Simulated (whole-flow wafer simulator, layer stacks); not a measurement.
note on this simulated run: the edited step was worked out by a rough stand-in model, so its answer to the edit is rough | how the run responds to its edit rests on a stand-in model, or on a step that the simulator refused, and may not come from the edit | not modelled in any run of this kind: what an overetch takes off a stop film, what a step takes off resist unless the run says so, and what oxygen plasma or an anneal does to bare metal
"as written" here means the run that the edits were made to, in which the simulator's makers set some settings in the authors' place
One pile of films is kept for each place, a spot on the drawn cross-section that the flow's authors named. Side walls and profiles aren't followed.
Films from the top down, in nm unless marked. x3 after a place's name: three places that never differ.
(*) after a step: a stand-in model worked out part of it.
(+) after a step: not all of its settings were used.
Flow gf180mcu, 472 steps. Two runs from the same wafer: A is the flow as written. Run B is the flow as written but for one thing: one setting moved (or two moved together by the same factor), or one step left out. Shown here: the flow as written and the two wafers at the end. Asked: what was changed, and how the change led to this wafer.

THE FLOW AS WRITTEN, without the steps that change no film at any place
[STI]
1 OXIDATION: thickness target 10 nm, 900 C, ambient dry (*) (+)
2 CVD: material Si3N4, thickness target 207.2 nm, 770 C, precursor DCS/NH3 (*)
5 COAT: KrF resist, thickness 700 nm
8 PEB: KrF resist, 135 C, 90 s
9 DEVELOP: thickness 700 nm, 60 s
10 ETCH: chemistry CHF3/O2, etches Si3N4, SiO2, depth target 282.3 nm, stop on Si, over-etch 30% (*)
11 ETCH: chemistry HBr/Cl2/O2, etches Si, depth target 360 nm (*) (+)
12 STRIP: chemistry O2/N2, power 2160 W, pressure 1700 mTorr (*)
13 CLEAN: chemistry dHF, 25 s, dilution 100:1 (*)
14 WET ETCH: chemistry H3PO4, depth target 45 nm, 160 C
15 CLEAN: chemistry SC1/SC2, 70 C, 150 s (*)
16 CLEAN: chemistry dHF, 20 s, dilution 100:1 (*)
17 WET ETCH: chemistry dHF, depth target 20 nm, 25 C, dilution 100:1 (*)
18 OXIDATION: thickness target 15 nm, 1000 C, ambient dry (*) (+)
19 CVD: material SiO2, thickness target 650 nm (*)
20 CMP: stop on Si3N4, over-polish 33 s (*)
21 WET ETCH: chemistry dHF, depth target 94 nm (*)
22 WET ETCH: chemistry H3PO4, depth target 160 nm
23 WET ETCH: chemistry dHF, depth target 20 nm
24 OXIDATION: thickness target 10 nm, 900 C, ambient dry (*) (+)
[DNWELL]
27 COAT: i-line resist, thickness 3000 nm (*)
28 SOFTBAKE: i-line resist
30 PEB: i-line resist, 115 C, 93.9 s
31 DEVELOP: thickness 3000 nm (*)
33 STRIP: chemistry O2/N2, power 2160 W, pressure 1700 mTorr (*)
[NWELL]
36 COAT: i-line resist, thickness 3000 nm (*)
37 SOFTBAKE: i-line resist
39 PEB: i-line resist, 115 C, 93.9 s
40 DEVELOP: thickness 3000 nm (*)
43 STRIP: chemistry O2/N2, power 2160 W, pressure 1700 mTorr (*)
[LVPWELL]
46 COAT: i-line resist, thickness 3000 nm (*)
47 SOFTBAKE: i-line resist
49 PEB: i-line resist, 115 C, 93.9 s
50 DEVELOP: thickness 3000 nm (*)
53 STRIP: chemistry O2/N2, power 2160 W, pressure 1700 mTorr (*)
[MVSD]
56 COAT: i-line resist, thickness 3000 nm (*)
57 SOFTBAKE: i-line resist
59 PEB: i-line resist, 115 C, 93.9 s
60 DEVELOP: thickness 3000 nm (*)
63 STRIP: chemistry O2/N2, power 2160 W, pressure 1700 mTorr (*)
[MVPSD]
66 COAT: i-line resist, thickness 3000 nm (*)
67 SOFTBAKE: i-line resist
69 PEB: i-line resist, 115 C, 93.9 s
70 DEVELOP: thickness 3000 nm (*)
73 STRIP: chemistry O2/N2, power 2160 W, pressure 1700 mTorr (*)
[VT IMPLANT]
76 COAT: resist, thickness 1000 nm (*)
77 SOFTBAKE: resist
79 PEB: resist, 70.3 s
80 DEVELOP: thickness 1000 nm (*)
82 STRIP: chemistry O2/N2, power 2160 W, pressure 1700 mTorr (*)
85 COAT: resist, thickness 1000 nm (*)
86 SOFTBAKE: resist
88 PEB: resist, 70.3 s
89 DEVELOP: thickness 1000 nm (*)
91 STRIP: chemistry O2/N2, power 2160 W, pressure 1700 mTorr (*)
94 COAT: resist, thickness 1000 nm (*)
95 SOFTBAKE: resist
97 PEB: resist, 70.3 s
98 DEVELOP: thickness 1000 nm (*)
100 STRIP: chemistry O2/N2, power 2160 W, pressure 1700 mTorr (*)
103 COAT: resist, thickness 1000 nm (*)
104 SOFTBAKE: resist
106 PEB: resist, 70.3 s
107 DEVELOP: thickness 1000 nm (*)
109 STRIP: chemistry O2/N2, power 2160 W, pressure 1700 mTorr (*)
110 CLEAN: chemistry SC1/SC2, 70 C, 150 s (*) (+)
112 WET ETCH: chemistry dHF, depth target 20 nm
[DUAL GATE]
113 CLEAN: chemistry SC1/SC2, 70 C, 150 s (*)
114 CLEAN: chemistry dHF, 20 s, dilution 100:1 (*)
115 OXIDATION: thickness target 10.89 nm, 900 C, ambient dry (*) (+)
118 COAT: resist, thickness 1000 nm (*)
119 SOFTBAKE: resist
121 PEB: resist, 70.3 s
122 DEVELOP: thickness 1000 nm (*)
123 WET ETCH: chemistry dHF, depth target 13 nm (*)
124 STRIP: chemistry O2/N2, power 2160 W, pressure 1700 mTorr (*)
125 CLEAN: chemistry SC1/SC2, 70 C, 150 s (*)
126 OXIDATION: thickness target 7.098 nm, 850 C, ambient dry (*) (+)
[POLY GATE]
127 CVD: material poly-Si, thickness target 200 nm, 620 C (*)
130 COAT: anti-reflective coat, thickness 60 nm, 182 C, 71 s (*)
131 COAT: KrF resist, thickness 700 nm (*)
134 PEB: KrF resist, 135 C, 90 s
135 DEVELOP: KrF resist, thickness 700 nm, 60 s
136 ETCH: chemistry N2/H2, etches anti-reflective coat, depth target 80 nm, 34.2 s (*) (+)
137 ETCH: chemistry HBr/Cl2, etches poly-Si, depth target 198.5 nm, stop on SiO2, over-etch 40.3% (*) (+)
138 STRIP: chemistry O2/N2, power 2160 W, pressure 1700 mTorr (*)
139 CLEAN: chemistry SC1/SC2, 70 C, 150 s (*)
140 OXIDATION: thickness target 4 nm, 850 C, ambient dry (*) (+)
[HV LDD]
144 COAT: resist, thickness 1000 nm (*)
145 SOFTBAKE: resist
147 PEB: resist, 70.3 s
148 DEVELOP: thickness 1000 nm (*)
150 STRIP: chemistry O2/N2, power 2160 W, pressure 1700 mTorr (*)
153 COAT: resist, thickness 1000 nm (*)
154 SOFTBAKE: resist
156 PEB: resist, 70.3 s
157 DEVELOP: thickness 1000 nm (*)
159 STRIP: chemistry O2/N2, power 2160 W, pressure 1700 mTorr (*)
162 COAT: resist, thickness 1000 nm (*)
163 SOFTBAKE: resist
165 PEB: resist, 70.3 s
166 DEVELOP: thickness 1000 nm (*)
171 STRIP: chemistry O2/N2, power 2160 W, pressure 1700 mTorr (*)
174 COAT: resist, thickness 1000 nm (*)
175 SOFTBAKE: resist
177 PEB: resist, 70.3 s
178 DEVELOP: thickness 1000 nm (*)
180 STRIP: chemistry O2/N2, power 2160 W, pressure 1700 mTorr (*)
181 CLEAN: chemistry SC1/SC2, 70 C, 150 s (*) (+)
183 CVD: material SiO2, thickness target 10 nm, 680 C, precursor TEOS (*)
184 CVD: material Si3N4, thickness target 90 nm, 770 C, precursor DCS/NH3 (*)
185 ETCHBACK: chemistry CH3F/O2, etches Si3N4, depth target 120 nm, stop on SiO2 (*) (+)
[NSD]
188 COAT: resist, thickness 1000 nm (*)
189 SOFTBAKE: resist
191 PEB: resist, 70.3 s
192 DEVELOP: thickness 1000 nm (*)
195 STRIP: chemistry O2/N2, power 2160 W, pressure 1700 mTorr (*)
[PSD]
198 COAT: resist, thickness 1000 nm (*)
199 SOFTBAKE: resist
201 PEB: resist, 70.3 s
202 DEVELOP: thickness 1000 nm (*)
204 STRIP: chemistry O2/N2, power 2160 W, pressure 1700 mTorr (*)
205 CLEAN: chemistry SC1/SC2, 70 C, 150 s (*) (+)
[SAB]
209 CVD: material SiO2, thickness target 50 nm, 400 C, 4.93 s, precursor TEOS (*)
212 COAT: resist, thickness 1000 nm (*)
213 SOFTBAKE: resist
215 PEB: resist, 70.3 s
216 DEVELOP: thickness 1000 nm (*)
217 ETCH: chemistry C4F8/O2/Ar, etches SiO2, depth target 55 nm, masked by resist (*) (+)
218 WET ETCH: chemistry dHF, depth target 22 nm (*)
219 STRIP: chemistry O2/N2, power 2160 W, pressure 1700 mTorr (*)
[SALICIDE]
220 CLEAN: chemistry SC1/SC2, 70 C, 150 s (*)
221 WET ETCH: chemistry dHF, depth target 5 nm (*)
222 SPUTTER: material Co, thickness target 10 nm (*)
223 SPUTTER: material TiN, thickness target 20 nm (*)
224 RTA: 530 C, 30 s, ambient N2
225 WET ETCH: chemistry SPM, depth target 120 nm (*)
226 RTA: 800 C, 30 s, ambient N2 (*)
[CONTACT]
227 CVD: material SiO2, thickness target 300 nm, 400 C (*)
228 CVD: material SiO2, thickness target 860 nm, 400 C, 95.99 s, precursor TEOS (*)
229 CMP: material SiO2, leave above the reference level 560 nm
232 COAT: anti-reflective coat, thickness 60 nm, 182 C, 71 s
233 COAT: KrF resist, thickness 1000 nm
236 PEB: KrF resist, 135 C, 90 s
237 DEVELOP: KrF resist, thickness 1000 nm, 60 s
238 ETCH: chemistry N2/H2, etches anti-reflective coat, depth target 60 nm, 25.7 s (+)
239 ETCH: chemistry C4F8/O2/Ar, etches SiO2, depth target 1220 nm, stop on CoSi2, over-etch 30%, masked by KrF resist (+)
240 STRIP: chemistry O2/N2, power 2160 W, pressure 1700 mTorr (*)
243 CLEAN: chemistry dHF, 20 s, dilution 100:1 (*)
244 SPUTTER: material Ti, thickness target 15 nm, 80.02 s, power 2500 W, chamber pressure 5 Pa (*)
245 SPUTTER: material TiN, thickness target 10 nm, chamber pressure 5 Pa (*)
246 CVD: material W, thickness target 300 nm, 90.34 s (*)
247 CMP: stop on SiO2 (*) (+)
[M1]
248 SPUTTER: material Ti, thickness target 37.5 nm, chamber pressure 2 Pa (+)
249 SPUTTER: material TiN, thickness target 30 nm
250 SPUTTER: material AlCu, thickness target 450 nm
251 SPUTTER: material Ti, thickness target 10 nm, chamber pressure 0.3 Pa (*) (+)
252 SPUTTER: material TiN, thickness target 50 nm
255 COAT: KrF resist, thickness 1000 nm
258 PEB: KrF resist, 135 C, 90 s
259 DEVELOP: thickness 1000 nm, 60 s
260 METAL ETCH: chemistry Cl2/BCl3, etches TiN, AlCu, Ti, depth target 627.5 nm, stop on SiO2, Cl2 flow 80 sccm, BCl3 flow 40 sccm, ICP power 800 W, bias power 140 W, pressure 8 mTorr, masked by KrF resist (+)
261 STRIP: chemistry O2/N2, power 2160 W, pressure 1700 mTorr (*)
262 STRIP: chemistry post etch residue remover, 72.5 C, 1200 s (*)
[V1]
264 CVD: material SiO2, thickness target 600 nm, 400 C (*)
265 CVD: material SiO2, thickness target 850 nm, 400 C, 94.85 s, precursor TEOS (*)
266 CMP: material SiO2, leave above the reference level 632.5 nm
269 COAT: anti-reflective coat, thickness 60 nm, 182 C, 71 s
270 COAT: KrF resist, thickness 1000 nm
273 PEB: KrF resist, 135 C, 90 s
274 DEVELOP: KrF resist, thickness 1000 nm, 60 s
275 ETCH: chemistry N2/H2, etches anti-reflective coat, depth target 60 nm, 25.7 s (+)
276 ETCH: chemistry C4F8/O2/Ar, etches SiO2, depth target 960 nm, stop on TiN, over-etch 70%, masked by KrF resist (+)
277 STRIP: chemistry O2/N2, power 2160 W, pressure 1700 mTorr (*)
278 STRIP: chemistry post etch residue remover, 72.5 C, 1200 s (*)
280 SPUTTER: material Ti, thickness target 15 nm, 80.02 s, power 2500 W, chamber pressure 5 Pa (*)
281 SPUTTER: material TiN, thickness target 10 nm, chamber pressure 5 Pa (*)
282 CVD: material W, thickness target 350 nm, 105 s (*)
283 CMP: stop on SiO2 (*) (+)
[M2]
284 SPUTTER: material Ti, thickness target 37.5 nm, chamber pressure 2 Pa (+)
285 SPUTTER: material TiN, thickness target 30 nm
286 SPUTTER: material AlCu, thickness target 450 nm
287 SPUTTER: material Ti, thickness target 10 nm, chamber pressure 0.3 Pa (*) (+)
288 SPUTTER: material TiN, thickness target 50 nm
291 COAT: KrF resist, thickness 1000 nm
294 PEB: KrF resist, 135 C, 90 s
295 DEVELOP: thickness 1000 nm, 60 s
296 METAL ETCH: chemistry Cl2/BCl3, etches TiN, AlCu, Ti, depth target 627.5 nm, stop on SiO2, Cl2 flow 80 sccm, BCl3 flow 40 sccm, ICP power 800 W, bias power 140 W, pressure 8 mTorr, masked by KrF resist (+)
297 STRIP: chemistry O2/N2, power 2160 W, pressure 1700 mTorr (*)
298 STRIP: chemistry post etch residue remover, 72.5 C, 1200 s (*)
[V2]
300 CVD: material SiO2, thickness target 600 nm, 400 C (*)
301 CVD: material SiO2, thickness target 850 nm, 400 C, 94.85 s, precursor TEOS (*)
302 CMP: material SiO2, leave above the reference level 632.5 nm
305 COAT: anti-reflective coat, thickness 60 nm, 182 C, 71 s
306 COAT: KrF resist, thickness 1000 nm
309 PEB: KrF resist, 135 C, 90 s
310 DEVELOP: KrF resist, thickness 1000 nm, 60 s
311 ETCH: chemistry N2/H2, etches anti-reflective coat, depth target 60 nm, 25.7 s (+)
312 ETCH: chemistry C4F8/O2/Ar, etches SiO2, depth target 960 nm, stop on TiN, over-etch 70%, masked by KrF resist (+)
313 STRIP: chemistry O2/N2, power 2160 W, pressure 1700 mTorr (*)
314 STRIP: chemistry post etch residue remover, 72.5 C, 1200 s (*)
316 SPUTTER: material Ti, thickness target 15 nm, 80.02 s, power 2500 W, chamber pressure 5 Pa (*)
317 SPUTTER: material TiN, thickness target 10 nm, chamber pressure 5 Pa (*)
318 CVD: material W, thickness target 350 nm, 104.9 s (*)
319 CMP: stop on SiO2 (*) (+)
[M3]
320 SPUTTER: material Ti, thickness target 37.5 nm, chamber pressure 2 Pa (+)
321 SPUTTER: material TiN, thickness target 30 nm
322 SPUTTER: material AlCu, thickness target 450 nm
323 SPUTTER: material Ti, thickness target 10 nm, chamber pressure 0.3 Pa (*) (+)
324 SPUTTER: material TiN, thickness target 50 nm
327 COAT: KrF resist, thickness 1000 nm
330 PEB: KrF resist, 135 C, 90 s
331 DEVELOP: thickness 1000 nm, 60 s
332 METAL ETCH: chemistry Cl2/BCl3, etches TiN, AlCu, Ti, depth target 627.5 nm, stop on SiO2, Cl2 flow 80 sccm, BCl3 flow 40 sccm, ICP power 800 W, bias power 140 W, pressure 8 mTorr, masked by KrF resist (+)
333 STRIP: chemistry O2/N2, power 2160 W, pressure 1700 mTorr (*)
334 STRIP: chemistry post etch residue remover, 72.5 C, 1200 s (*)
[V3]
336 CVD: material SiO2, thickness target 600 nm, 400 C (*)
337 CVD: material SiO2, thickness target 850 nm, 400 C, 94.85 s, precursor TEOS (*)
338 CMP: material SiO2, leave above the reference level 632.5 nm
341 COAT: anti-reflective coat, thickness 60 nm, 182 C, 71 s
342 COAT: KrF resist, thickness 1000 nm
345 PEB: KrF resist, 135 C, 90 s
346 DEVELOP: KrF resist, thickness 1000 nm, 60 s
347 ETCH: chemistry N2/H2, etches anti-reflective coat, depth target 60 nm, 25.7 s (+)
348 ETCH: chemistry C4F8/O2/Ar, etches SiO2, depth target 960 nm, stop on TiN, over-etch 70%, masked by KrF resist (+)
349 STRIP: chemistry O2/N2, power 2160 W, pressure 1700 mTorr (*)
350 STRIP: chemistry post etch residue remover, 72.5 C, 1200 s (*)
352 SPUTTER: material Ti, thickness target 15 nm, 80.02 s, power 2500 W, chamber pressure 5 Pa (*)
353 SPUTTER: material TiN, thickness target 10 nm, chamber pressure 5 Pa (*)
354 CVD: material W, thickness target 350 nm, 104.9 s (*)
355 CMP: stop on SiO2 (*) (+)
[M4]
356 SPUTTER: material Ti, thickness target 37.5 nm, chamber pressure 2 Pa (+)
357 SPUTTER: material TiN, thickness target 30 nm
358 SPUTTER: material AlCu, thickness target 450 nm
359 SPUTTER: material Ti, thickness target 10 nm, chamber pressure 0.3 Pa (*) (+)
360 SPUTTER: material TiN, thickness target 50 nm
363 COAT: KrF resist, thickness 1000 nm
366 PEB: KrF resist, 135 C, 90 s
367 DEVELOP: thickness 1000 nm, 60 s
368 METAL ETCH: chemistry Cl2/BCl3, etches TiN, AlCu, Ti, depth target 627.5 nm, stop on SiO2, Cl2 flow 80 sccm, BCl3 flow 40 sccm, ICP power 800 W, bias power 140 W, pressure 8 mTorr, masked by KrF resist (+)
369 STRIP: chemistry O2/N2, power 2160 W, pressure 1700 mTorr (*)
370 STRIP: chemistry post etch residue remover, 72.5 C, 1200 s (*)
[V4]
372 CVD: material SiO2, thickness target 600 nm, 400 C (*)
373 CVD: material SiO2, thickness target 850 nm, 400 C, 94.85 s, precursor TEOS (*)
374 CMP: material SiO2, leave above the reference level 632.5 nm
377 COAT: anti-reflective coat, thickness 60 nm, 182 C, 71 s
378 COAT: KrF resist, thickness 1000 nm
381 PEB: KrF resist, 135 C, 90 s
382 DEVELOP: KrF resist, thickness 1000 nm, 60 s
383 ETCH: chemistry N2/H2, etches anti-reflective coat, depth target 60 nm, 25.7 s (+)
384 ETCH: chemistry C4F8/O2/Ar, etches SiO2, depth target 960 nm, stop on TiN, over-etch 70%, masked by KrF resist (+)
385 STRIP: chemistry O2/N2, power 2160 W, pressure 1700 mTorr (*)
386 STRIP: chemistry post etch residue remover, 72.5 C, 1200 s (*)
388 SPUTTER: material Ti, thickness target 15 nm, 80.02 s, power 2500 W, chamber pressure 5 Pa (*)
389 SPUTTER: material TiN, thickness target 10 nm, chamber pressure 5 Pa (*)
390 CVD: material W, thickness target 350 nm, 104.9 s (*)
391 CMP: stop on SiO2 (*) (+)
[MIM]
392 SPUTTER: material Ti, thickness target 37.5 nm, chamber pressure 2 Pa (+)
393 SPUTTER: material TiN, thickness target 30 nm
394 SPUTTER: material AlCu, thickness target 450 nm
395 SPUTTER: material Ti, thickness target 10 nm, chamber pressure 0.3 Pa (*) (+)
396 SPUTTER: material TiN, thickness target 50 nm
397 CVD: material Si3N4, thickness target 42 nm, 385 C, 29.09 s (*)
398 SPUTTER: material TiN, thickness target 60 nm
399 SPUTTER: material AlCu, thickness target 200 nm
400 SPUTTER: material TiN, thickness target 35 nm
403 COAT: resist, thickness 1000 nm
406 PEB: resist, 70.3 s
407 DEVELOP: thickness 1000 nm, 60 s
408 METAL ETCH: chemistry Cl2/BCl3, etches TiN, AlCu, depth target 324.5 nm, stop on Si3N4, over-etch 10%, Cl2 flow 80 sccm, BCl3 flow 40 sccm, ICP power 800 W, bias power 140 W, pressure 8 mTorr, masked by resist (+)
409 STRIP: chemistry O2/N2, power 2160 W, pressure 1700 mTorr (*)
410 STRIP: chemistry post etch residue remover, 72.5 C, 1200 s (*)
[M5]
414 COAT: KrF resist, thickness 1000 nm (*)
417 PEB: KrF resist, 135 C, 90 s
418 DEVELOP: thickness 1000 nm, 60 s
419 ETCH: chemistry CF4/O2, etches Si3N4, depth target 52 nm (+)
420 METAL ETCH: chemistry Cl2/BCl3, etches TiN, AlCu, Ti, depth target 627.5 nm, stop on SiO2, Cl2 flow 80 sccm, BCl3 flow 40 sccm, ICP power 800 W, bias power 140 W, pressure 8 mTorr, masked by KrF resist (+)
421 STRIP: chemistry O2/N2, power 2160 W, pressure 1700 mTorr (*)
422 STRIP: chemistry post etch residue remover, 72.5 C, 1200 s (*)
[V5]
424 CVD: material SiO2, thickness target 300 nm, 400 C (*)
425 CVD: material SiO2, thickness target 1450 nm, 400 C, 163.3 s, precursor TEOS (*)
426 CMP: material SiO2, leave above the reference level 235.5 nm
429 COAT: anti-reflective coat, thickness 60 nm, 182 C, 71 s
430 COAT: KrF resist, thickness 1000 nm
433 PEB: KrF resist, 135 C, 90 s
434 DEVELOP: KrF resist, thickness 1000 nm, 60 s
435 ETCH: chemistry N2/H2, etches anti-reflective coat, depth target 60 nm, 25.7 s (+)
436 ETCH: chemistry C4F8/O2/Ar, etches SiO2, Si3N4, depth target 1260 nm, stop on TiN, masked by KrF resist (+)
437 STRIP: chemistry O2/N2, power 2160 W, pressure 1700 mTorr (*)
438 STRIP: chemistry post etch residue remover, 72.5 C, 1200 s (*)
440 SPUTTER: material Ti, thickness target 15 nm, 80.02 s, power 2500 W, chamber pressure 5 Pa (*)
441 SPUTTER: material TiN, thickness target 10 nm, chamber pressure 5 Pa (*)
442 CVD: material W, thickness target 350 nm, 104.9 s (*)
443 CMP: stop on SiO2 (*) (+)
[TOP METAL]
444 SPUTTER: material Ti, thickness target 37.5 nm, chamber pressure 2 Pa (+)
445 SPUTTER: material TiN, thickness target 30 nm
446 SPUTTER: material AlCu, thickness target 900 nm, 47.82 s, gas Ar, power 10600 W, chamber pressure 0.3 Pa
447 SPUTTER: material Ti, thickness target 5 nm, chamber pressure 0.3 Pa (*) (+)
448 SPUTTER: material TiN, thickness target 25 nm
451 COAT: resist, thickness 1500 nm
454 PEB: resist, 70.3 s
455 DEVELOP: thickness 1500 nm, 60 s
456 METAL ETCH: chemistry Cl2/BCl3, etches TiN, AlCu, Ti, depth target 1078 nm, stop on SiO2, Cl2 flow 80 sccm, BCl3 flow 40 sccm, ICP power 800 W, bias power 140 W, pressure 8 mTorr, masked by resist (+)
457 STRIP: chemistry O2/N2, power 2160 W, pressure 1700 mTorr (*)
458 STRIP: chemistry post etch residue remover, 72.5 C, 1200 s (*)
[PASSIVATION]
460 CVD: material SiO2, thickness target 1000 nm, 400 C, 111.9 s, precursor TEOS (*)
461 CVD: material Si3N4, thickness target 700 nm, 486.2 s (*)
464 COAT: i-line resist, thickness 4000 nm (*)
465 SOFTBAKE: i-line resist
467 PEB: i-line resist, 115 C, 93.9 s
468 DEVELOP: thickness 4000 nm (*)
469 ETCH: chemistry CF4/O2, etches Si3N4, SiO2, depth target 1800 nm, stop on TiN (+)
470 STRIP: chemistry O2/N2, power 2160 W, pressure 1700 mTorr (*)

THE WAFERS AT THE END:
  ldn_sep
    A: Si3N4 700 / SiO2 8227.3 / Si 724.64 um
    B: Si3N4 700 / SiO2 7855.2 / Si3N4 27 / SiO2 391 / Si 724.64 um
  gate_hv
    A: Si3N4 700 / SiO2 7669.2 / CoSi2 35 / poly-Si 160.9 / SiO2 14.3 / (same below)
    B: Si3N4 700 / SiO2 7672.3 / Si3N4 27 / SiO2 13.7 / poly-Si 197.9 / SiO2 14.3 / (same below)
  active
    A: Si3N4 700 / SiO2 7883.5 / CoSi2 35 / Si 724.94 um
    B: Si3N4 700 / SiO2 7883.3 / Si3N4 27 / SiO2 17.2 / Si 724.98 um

The cause: step 185, ETCHBACK: depth target 58.8 nm was run, where the flow has depth target 120 nm.

How the change led to this, step by step:
  185 ETCHBACK: chemistry CH3F/O2, etches Si3N4, depth target 120 nm, stop on SiO2 (*) (+)
      field, field__w1, field__w2 and 100 more: A Si3N4 -90 (all of it), SiO2 -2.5 | B Si3N4 -58.8
  188 COAT: resist, thickness 1000 nm (*)
      spacer: A resist +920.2 (new film) | B resist +954 (new film)
  189 SOFTBAKE: resist
      field__w9: A resist +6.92 | B resist -3.14
      nw_enc_fld_lv: A resist +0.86 | B resist +5.57
  191 PEB: resist, 70.3 s
      spacer: A resist -14.3 | B resist -15.1
  192 DEVELOP: thickness 1000 nm (*)
      spacer: A resist -905.9 (all of it) | B resist -938.9 (all of it)
  198 COAT: resist, thickness 1000 nm (*)
      spacer: A resist +920.2 (new film) | B resist +954 (new film)
  199 SOFTBAKE: resist
      field__w9: A resist +6.92 | B resist -3.14
      nw_enc_fld_lv: A resist +0.86 | B resist +5.57
  201 PEB: resist, 70.3 s
      spacer: A resist -14.3 | B resist -15.1
  204 STRIP: chemistry O2/N2, power 2160 W, pressure 1700 mTorr (*)
      spacer: A resist -905.9 (all of it) | B resist -938.9 (all of it)
  205 CLEAN: chemistry SC1/SC2, 70 C, 150 s (*) (+)
      field, field__w1, field__w2 and 105 more: A SiO2 -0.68 | B Si3N4 -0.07
  209 CVD: material SiO2, thickness target 50 nm, 400 C, 4.93 s, precursor TEOS (*)
      field, field__w7, field__w8 and 73 more: A SiO2 +50 | B SiO2 +50 (new film)
      field_sub__w1, field_sub__w3, field_sub__w4, field_sub__w5, ld_drift_n: A SiO2 +48.9 | B SiO2 +48.8 (new film)
      (and at 27 more places)
  212 COAT: resist, thickness 1000 nm (*)
      spacer: A resist +919.4 (new film) | B resist +953.6 (new film)
  215 PEB: resist, 70.3 s
      spacer: A resist -14.3 | B resist -15.1
  216 DEVELOP: thickness 1000 nm (*)
      spacer: A resist -905.1 (all of it) | B resist -938.5 (all of it)
  217 ETCH: chemistry C4F8/O2/Ar, etches SiO2, depth target 55 nm, masked by resist (*) (+)
      field, field__w7, field__w8 and 70 more: A SiO2 -55 | B SiO2 -50 (all of it), Si3N4 -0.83
      field_sub__w1, field_sub__w3, field_sub__w4, field_sub__w5, ld_drift_n: A SiO2 -55 | B SiO2 -48.8 (all of it), Si3N4 -1.03
      (and at 21 more places)
  218 WET ETCH: chemistry dHF, depth target 22 nm (*)
      gate, gate_hv, gate_p and 23 more: A SiO2 -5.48 (all of it) | B Si3N4 -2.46
      field, field__w10, sti and 14 more: A SiO2 -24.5 | B Si3N4 -2.46
      (and at 56 more places)
  ... 12 more steps ...
  471 ANNEAL: 400 C, 1800 s, ambient N2/H2
      polyc_n, polyc_p: A nothing | B under 9 films: void +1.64 (new film), Ti -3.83, TiSi first +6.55 (new film), poly-Si -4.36
      contact: A nothing | B under 49 films: void +1.62 (new film), Ti -3.83, TiSi first +6.55 (new film), Si -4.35
Counting metal films that touch as one body, gate_hv has 0 bodies; the flow as written gives 1 body.
Counting metal films that touch as one body, active has 0 bodies; the flow as written gives 1 body.
